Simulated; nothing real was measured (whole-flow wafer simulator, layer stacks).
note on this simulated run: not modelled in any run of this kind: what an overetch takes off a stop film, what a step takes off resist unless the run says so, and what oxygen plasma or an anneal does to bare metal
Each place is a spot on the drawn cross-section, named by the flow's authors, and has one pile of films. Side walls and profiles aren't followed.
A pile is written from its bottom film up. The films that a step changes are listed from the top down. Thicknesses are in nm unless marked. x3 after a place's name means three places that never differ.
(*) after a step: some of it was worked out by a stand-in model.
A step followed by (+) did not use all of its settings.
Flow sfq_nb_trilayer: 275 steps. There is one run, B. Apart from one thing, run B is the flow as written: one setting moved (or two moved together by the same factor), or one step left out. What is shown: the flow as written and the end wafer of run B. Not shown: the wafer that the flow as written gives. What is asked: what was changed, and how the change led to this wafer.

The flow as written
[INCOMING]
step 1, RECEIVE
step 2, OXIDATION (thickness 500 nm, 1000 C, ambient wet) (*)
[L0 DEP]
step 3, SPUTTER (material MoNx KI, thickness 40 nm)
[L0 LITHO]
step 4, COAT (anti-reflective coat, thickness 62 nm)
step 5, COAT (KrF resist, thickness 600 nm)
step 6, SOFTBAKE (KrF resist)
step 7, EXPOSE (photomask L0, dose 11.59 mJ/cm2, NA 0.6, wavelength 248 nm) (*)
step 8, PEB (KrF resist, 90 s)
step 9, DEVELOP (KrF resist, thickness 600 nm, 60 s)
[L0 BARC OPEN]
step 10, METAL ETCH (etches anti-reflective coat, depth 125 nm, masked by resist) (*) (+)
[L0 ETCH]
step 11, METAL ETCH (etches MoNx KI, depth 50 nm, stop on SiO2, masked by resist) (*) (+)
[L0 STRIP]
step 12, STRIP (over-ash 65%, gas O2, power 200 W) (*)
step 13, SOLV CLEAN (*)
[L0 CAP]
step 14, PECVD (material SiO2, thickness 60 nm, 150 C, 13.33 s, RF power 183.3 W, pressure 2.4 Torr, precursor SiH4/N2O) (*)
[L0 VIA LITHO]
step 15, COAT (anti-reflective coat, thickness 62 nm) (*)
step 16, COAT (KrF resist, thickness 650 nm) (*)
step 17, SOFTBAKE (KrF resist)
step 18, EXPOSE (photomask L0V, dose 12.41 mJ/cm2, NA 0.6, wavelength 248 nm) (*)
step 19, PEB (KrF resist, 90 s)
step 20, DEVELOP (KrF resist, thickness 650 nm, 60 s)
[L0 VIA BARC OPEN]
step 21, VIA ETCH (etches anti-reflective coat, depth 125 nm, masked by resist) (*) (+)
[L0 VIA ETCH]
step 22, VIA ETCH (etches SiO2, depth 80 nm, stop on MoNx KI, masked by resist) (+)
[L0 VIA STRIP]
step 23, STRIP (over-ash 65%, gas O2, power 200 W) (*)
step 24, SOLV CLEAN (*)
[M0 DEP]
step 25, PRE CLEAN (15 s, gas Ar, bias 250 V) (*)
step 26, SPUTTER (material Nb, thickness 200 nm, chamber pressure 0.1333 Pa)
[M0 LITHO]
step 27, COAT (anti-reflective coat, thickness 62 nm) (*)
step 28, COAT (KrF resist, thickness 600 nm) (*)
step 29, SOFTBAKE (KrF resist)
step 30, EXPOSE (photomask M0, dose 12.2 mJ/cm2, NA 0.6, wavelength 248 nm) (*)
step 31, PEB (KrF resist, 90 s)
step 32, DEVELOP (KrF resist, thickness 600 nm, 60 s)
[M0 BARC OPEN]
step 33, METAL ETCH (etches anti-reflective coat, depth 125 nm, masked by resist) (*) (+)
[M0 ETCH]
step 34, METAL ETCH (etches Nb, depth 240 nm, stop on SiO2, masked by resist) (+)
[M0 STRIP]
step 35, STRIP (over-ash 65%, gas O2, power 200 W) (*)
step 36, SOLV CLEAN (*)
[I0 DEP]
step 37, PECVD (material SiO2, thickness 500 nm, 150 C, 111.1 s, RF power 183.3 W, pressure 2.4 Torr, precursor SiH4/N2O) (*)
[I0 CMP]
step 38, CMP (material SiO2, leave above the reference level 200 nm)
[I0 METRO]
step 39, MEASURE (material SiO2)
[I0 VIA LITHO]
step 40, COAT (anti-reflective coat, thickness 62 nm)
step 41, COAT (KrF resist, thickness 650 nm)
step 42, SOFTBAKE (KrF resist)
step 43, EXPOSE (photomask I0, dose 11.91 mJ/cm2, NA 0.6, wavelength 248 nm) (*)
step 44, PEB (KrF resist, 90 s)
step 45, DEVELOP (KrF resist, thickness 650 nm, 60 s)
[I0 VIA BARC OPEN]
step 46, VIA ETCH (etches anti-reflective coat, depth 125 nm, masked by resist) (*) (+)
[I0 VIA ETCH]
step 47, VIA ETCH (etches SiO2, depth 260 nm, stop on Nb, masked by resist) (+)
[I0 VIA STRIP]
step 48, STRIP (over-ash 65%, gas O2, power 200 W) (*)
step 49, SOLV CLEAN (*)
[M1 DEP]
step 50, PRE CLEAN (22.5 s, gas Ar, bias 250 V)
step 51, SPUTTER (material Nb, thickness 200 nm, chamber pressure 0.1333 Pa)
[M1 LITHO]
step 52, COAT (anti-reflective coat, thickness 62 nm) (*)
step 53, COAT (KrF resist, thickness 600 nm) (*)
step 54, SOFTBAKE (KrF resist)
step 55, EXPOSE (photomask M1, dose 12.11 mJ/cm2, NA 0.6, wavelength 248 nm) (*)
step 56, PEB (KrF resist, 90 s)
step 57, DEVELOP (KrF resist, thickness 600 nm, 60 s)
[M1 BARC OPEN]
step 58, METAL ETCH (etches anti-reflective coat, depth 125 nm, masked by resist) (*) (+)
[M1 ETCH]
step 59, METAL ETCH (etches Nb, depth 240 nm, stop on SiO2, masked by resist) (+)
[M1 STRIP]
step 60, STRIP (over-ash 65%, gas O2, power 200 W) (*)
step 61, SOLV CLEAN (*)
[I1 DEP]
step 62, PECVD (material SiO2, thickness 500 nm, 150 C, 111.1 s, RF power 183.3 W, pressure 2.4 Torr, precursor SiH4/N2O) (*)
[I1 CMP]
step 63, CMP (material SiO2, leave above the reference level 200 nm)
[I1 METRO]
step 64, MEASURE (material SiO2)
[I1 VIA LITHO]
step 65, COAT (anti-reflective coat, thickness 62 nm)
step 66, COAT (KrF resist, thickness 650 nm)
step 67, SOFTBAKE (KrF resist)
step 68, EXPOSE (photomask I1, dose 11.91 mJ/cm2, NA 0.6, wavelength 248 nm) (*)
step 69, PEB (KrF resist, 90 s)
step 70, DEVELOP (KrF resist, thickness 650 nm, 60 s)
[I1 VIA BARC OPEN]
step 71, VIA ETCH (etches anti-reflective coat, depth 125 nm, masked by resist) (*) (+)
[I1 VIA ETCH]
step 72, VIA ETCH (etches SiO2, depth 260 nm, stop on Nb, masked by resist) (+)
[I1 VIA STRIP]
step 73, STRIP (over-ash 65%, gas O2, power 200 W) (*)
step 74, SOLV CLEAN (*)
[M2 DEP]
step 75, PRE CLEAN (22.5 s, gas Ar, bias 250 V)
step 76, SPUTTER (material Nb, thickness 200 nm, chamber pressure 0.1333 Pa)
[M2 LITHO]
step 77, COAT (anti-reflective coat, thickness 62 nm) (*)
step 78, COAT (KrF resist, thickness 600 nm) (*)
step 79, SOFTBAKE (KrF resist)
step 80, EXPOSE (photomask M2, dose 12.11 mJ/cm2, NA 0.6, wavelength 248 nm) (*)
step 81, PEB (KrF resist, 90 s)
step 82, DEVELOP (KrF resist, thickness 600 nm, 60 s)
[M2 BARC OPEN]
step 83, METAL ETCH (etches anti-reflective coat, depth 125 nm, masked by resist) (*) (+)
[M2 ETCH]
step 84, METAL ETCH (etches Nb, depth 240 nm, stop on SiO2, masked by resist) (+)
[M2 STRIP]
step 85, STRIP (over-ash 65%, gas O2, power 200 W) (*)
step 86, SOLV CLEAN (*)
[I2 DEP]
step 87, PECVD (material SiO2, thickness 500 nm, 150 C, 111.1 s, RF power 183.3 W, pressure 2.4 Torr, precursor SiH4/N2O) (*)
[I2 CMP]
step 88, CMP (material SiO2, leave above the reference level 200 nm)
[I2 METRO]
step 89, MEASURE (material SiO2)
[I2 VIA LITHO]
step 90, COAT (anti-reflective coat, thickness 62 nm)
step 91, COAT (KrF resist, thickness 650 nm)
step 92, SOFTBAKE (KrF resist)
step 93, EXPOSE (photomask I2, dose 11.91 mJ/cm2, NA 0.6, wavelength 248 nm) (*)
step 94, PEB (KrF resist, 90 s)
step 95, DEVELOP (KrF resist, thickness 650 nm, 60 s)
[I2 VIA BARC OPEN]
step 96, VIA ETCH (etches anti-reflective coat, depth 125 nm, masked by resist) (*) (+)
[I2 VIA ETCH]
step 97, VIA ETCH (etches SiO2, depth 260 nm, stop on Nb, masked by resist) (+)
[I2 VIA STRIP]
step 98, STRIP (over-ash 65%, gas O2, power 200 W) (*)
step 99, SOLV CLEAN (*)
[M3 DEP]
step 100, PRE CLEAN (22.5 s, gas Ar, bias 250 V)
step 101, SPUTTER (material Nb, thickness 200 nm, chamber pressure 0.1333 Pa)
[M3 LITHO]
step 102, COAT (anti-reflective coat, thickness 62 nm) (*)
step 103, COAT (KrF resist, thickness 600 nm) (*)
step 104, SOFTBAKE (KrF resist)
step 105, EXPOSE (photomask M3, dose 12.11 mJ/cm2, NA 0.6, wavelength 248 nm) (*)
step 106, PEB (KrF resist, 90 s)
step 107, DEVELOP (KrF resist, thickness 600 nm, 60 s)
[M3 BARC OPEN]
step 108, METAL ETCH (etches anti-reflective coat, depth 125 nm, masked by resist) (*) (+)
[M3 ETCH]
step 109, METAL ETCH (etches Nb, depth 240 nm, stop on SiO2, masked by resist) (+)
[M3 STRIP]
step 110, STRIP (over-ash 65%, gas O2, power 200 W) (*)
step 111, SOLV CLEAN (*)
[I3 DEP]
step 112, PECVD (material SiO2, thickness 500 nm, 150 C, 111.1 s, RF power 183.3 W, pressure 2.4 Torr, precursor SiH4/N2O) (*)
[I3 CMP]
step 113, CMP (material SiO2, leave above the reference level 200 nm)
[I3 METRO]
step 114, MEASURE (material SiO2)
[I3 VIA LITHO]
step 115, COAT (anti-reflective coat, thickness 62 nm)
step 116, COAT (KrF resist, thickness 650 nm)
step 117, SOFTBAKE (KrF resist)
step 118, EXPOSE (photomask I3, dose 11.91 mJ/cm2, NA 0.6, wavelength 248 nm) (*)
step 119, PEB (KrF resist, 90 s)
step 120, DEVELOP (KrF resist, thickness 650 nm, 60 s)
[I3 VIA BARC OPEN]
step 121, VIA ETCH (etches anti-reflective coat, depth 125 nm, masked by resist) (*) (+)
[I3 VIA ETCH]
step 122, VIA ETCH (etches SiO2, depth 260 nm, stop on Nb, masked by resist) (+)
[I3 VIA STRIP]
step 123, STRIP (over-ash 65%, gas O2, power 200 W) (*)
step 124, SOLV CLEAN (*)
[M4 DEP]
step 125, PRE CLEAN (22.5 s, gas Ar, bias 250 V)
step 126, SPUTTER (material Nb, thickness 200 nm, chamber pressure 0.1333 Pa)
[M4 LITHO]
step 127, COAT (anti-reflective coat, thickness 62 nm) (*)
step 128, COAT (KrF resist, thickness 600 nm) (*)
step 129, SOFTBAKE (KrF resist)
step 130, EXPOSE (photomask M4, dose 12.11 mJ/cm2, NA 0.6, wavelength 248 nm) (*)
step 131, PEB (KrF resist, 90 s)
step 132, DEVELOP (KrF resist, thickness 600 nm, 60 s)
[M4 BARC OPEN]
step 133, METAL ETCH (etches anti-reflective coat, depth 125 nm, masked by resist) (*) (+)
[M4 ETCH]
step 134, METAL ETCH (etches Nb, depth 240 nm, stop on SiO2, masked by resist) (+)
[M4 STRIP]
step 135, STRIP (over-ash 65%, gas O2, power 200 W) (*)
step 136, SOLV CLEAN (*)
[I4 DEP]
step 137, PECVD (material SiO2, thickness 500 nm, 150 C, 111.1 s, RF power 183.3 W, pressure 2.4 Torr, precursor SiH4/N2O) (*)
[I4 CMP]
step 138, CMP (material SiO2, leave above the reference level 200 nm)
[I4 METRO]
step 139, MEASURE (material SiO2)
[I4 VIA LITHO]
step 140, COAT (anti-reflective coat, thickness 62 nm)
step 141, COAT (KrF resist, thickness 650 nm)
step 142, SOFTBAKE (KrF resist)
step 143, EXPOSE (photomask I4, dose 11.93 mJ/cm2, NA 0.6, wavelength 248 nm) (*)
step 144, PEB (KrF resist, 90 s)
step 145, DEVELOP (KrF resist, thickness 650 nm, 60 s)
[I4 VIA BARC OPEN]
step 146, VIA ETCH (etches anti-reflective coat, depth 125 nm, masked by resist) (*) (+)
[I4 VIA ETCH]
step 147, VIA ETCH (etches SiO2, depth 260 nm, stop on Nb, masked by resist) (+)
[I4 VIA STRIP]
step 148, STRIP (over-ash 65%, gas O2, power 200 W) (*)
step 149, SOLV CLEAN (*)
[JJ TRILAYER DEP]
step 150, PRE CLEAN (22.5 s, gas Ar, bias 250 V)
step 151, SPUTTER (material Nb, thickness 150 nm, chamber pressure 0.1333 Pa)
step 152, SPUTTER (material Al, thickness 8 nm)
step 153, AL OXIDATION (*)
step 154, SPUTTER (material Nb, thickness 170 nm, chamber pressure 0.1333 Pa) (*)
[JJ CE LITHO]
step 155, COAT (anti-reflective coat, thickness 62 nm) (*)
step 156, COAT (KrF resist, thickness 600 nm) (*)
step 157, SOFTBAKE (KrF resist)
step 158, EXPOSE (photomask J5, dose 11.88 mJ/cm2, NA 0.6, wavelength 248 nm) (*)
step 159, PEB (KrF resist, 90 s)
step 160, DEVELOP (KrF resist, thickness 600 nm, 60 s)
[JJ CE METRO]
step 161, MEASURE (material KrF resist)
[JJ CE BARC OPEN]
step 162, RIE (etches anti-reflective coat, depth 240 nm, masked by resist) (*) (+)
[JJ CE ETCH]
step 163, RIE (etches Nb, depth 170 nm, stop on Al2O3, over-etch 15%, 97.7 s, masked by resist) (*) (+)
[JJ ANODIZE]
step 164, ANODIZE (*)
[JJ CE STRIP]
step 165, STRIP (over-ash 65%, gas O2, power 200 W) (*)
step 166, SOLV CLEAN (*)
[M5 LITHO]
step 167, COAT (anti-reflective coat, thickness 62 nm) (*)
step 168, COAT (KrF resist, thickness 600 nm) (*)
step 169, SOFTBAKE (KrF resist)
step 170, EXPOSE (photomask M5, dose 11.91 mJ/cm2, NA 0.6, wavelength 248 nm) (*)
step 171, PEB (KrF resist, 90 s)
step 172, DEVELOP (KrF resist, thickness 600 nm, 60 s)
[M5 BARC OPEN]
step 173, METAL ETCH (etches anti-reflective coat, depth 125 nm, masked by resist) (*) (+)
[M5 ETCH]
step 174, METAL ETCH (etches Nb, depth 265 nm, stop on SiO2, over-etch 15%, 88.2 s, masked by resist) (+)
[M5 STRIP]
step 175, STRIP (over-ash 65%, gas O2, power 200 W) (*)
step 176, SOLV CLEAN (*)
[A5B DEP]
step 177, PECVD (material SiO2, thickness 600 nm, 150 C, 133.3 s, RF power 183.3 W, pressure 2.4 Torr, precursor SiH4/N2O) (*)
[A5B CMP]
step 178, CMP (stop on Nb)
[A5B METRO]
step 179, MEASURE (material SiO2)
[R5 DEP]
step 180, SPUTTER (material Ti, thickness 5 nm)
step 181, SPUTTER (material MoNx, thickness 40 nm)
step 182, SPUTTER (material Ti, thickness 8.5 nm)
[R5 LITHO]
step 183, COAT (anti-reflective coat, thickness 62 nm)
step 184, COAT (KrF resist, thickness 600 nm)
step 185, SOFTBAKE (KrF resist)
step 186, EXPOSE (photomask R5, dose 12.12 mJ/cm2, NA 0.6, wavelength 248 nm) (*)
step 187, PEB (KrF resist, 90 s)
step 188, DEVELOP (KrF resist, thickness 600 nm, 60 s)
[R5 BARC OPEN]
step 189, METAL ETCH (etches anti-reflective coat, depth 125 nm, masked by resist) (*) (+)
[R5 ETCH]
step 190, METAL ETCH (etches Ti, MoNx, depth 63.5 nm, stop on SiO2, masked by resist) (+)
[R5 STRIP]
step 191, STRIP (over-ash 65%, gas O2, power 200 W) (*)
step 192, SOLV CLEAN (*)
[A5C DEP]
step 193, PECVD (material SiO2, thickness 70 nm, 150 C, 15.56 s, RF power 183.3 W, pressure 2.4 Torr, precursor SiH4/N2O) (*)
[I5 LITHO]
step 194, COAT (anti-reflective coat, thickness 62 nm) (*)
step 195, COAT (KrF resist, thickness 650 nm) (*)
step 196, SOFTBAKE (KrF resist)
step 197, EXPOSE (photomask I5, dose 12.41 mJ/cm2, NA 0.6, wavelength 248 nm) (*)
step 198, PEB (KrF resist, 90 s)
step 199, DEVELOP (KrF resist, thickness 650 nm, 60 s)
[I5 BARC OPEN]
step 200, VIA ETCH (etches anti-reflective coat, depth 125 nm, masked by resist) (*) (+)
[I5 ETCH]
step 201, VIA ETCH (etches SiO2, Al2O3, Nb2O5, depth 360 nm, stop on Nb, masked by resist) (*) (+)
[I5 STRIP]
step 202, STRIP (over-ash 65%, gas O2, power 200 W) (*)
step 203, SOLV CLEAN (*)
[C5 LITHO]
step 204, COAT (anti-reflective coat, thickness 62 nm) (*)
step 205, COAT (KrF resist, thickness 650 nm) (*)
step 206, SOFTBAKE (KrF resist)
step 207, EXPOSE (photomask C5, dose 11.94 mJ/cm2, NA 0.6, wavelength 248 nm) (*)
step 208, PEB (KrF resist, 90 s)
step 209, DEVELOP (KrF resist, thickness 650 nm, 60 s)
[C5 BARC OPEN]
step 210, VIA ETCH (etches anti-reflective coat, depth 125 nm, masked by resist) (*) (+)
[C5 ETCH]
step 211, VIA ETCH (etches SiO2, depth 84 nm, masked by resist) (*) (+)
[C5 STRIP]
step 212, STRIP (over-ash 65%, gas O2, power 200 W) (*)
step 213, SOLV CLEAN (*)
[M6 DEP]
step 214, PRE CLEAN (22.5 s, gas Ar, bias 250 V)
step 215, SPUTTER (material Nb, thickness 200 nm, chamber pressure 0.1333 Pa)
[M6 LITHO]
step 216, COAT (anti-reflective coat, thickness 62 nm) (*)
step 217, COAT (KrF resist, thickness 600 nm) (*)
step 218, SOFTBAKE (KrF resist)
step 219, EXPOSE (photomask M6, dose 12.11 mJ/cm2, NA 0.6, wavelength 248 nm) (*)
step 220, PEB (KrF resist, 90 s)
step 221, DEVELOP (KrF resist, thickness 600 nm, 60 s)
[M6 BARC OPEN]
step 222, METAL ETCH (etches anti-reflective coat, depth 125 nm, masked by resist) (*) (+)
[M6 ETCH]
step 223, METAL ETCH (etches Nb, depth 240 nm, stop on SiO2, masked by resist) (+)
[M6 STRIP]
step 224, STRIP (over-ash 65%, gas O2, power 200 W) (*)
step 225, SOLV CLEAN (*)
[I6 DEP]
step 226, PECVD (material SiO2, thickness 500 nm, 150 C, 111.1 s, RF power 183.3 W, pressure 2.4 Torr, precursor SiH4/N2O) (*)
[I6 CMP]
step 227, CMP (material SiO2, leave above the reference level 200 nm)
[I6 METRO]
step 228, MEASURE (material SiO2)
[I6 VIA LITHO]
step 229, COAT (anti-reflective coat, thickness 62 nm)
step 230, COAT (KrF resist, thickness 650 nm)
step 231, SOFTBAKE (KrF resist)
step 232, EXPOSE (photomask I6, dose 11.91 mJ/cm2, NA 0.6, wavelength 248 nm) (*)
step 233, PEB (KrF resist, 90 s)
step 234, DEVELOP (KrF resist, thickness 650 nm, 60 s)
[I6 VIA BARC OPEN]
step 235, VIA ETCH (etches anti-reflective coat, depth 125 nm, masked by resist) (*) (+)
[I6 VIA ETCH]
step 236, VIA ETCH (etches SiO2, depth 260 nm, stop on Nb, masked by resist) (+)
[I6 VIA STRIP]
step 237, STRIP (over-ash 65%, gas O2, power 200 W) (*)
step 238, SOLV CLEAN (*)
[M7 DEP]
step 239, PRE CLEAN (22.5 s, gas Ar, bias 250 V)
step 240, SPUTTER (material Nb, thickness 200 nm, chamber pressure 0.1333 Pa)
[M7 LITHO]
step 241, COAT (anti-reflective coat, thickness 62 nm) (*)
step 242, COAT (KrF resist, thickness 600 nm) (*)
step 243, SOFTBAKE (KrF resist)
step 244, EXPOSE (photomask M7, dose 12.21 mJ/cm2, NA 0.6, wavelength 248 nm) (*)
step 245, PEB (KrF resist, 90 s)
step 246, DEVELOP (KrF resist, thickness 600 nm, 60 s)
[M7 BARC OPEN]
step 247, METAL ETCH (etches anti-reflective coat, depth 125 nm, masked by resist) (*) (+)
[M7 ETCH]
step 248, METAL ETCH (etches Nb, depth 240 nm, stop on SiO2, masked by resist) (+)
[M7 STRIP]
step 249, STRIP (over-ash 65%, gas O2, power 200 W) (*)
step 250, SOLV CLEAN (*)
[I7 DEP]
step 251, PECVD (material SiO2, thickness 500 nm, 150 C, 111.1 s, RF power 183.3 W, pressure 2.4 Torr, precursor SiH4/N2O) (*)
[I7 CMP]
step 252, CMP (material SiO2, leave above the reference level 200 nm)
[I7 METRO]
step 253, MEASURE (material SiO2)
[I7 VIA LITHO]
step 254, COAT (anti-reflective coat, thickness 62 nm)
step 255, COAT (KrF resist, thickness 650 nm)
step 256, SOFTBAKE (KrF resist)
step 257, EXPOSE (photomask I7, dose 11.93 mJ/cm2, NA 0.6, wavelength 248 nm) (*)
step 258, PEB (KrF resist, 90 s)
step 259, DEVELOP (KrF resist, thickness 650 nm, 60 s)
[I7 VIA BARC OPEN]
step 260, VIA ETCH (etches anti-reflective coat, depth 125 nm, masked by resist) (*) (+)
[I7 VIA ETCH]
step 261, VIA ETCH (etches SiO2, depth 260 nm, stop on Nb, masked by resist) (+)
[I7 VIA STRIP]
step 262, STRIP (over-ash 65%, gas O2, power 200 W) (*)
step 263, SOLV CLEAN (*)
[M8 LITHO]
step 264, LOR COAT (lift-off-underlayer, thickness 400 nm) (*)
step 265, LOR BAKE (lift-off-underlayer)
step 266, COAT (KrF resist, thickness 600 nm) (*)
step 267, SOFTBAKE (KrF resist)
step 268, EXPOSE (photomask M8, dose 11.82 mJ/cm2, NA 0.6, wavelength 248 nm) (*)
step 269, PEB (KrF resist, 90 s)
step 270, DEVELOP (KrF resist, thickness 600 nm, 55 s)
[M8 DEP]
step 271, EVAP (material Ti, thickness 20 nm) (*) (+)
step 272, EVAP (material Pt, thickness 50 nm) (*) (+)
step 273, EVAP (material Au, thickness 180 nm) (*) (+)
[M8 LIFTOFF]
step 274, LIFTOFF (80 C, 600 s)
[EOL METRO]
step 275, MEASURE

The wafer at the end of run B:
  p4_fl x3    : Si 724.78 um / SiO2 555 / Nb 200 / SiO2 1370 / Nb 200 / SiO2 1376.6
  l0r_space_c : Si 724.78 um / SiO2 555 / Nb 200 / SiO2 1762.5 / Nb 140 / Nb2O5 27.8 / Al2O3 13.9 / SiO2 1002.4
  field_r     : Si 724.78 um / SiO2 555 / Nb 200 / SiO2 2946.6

What caused this: step 152, SPUTTER: thickness 8.739 nm was run, whereas the flow has thickness 8 nm.

The path from the change to this, step by step:
  step 152, SPUTTER (material Al, thickness 8 nm)
      field_l, v_sur, via_sp and 100 more: +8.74 Al (new film) (it would be, as written: +8 Al (new film))
      via_w: +7.78 Al (new film) (it would be, as written: +7.12 Al (new film))
  step 164, ANODIZE (*)
      field_l, v_sur, via_sp and 96 more: +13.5 Al2O3, +27.8 Nb2O5 (new film), -8.16 Al (all of it), -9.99 Nb (it would be, as written: +12.2 Al2O3, +29.9 Nb2O5 (new film), -7.42 Al (all of it), -10.8 Nb)
      via_wl, via_wr: +8.3 Al2O3 (new film), +37.8 Nb2O5 (new film), -5.03 Al (all of it), -13.6 Nb (it would be, as written: +7.52 Al2O3 (new film), +39.2 Nb2O5 (new film), -4.56 Al (all of it), -14.1 Nb)
      (and at 1 other place as well)
  step 167, COAT (anti-reflective coat, thickness 62 nm) (*)
      ce_l: +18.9 anti-reflective coat (new film) (it would be, as written: +19.6 anti-reflective coat (new film))
      ce_r: +19 anti-reflective coat (new film) (it would be, as written: +19.7 anti-reflective coat (new film))
  step 174, METAL ETCH (etches Nb, depth 265 nm, stop on SiO2, over-etch 15%, 88.2 s, masked by resist) (+)
      field_l, r_sur, res and 50 more: -13.8 Al2O3 (all of it), -27.8 Nb2O5 (all of it), -140 Nb (all of it), -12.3 SiO2 (it would be, as written: -12.6 Al2O3 (all of it), -29.9 Nb2O5 (all of it), -139.2 Nb (all of it), -12.3 SiO2)
  step 175, STRIP (over-ash 65%, gas O2, power 200 W) (*)
      ce_l: -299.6 KrF resist (all of it), -18.9 anti-reflective coat (all of it) (it would be, as written: -299.6 KrF resist (all of it), -19.6 anti-reflective coat (all of it))
      ce_r: -299.8 KrF resist (all of it), -19 anti-reflective coat (all of it) (it would be, as written: -299.9 KrF resist (all of it), -19.7 anti-reflective coat (all of it))
  step 201, VIA ETCH (etches SiO2, Al2O3, Nb2O5, depth 360 nm, stop on Nb, masked by resist) (*) (+)
      be: -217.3 SiO2 (all of it), -13.9 Al2O3 (all of it), -27.8 Nb2O5 (all of it) (it would be, as written: -216.4 SiO2 (all of it), -12.7 Al2O3 (all of it), -29.9 Nb2O5 (all of it))
